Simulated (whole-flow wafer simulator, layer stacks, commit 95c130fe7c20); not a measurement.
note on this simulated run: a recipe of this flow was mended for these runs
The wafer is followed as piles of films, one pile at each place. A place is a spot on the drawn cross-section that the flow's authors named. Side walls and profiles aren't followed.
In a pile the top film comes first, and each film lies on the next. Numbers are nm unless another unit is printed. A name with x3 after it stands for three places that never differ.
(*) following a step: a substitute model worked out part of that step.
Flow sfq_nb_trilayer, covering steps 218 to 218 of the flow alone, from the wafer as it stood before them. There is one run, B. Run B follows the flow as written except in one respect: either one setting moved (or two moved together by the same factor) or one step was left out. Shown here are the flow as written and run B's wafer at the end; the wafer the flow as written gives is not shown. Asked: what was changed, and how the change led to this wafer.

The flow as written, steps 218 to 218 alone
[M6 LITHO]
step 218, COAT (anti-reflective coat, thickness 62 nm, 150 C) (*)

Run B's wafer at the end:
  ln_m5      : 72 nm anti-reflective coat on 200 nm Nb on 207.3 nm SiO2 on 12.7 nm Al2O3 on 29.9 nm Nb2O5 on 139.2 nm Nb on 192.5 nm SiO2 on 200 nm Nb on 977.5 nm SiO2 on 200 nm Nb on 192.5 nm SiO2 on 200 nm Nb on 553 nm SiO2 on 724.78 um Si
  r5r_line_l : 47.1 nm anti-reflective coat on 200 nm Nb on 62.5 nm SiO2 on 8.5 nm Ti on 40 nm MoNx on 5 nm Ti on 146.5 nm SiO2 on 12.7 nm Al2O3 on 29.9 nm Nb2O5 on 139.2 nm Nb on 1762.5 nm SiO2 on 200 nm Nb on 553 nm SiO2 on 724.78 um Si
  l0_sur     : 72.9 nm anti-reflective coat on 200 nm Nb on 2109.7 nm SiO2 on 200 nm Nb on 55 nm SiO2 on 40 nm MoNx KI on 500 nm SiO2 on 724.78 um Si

The reason: step 218, COAT: thickness 72 nm was run, though the flow has thickness 62 nm.
One can read it off the wafer: ln_m5 has anti-reflective coat 72, and step 218 as written asks for 62 nm.

How this came from the change, step by step:
  step 218, COAT (anti-reflective coat, thickness 62 nm, 150 C) (*)
      ln_m5, p4_fl x5, p4_w1 x9 and 50 more: +72 anti-reflective coat (new film) (it would be, as written: +62 anti-reflective coat (new film))
      r5r_line_l, r5r_line_c, r5r_line_r: +47.1 anti-reflective coat (new film) (it would be, as written: +37.1 anti-reflective coat (new film))
      (also at 38 further places)
